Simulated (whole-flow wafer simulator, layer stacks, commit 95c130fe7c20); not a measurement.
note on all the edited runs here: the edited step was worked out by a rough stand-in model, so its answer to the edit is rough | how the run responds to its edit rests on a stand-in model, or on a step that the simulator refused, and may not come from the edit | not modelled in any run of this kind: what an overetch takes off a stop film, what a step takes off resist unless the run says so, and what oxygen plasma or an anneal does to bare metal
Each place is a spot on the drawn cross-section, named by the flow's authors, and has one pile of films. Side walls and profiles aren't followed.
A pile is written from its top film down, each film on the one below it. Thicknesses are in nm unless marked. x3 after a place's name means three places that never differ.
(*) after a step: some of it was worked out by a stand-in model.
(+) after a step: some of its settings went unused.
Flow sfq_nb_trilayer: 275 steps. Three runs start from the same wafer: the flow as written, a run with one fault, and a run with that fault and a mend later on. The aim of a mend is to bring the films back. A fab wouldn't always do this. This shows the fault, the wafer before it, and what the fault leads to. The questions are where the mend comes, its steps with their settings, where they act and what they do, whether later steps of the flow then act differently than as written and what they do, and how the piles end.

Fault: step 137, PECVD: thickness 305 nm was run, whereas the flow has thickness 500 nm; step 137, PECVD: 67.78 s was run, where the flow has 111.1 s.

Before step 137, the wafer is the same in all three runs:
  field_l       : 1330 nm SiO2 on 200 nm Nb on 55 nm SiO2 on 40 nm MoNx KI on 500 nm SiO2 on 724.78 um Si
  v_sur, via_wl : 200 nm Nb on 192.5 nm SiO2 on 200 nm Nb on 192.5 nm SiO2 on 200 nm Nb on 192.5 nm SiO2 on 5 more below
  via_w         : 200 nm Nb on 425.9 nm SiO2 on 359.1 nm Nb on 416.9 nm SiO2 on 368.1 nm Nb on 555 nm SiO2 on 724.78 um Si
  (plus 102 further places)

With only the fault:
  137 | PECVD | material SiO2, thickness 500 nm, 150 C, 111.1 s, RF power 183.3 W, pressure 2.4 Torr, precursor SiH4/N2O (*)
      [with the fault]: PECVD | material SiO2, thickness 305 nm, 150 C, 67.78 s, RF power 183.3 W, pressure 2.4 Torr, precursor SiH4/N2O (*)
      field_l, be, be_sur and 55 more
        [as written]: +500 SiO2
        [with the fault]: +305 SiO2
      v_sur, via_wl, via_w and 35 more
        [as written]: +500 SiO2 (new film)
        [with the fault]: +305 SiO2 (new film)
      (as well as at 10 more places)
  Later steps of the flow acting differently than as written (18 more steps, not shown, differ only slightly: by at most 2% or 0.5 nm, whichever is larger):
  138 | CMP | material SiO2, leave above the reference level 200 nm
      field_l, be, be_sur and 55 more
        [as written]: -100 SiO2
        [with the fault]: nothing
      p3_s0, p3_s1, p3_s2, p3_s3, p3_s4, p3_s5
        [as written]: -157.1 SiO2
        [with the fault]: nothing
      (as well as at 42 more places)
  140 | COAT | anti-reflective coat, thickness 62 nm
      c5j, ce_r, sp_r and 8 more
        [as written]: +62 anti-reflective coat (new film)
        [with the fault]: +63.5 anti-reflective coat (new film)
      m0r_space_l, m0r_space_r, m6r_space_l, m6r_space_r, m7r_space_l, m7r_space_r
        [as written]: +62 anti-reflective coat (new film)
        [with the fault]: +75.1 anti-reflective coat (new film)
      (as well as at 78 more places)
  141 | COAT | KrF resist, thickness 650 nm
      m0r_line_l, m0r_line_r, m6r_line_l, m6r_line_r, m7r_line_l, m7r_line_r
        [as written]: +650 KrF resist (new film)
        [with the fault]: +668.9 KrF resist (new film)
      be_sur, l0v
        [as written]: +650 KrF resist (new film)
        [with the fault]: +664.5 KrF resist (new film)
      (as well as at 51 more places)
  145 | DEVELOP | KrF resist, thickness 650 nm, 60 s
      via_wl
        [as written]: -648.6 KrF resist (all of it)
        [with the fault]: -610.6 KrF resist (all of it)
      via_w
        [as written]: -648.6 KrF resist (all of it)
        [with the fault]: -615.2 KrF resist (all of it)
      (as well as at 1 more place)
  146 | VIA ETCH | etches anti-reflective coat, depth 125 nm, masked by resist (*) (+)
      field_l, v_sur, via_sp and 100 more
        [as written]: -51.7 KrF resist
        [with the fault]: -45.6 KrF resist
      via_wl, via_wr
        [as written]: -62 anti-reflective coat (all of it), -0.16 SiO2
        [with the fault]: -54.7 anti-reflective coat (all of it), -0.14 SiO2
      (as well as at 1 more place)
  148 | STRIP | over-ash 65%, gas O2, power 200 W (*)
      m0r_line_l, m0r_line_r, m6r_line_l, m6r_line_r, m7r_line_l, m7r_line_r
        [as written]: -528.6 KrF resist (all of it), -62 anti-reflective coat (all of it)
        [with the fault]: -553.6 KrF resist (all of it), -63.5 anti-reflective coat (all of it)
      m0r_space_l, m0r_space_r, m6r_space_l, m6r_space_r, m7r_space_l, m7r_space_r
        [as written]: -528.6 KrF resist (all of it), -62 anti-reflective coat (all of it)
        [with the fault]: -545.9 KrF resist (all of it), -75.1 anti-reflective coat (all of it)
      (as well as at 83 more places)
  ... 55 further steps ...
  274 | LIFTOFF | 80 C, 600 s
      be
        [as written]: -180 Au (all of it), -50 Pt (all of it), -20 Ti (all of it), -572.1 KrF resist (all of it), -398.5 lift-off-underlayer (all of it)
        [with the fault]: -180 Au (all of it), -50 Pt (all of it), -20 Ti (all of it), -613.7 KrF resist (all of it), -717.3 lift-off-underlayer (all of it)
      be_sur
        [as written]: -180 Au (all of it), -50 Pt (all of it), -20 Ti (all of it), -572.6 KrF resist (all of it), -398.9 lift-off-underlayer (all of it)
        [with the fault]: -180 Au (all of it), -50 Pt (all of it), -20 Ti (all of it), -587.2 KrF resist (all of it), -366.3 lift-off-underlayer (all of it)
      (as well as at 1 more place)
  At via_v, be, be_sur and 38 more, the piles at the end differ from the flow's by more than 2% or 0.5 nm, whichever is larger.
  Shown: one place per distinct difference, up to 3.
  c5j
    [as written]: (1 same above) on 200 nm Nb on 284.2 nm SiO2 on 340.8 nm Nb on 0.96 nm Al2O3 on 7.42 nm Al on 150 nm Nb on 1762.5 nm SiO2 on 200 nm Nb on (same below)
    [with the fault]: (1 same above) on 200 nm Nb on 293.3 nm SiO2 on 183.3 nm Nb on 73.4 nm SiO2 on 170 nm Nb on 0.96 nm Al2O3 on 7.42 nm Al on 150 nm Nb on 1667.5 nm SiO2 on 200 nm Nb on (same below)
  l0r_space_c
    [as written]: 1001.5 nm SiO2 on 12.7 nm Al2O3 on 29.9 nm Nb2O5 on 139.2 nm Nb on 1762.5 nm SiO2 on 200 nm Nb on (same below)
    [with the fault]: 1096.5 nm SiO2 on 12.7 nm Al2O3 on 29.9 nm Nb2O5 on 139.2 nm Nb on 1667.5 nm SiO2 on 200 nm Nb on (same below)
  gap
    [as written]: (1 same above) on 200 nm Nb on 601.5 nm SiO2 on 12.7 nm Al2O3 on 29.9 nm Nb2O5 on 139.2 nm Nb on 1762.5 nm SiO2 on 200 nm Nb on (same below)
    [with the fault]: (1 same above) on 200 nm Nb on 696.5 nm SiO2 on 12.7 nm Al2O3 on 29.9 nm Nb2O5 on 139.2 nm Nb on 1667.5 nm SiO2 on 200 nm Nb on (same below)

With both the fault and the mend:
  After step 137 comes the mend.
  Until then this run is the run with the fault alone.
  137a | PECVD | material SiO2, thickness 195 nm, 150 C, 43.33 s, RF power 183.3 W, pressure 2.4 Torr, precursor SiH4/N2O (*) (a further turn of the flow's step 137, with different settings)
      field_l, v_sur, via_wl and 99 more
        +195 SiO2
      lsp_r, l0_sur, l0v
        +192 SiO2
      via_v
        +172.7 SiO2
  Later steps of the flow acting differently than as written (14 more steps, not shown, differ only slightly: by at most 2% or 0.5 nm, whichever is larger):
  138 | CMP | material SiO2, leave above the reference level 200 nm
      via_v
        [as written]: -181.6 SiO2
        [with the mend]: nothing
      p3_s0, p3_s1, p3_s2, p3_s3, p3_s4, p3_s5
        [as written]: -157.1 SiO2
        [with the mend]: -100 SiO2
  The piles end only slightly different from the flow's at the places that both follow, by no more than 2% or 0.5 nm, whichever is larger.
